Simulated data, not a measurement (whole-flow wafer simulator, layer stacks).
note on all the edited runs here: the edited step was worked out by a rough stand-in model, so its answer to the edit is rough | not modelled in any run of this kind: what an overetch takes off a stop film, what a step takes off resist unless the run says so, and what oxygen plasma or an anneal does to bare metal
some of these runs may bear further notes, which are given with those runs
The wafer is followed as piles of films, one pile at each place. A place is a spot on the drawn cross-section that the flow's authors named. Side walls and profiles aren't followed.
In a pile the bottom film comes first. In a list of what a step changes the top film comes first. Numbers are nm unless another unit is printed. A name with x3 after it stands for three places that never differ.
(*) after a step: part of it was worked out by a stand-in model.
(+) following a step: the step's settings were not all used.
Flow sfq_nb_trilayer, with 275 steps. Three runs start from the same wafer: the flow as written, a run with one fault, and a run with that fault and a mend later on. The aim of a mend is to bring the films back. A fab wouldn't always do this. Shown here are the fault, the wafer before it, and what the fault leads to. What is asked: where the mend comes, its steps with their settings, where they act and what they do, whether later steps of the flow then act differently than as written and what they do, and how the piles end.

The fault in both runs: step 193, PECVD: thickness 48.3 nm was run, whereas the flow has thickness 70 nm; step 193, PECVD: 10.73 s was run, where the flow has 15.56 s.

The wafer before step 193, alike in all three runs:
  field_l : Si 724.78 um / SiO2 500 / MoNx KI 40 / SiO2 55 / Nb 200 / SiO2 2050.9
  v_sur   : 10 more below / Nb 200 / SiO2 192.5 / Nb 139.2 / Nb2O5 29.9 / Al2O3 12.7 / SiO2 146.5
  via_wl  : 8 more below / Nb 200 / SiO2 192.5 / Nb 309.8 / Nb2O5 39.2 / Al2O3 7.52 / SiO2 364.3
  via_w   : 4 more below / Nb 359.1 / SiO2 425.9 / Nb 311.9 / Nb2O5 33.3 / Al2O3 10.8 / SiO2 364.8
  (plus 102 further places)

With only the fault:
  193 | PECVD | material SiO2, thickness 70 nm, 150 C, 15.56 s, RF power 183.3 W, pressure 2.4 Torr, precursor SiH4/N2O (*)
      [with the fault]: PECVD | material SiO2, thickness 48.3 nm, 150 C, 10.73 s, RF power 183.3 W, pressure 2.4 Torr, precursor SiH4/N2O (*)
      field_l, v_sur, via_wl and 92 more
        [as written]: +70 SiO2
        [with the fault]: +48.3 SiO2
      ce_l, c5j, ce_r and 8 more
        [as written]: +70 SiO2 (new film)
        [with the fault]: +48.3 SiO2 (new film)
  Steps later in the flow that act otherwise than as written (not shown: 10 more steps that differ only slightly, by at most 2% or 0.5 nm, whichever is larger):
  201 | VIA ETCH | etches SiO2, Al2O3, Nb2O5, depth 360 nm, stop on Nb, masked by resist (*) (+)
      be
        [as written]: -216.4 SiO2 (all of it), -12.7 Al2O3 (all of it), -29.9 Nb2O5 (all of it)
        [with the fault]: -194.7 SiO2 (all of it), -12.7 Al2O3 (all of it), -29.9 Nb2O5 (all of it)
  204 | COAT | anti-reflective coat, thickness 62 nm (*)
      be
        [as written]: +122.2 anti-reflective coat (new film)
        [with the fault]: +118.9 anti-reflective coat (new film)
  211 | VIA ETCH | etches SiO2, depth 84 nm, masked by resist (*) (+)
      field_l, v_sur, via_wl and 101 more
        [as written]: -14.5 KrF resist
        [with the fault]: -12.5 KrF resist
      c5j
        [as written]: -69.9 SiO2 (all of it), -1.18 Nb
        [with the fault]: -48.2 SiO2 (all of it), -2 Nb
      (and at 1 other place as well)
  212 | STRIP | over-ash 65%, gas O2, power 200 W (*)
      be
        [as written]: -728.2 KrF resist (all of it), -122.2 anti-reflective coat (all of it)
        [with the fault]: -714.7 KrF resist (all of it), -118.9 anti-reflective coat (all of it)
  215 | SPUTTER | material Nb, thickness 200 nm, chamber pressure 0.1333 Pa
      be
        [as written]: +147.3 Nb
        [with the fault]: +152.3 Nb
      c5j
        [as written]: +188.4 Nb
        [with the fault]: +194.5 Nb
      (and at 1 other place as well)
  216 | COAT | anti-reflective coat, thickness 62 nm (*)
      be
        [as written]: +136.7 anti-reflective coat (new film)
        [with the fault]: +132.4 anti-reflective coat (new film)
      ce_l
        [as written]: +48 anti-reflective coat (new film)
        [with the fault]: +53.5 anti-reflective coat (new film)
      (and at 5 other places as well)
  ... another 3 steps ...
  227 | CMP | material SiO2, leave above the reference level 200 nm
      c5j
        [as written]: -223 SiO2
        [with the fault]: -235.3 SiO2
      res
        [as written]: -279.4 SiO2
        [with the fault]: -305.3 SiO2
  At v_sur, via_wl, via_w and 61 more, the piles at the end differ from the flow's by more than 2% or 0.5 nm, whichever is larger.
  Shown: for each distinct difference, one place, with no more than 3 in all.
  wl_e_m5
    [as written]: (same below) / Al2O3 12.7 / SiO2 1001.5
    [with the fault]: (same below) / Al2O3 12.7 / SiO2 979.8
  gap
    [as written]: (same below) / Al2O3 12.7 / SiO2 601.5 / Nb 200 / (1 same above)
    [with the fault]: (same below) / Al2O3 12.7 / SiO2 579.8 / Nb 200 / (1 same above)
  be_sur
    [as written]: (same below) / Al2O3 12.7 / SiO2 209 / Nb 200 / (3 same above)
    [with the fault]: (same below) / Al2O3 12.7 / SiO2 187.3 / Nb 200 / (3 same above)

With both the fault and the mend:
  The mend stands after step 193.
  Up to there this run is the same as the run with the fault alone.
  193a | PECVD | material SiO2, thickness 21.7 nm, 150 C, 4.822 s, RF power 183.3 W, pressure 2.4 Torr, precursor SiH4/N2O (*) (a further turn of the flow's step 193, with different settings)
      field_l, v_sur, via_wl and 103 more
        +21.7 SiO2
  Later steps of the flow that are run all act as written at every place that is followed, up to a difference of at most 2% or 0.5 nm, whichever is larger.
  The piles end the same as the flow's at every place that both follow.
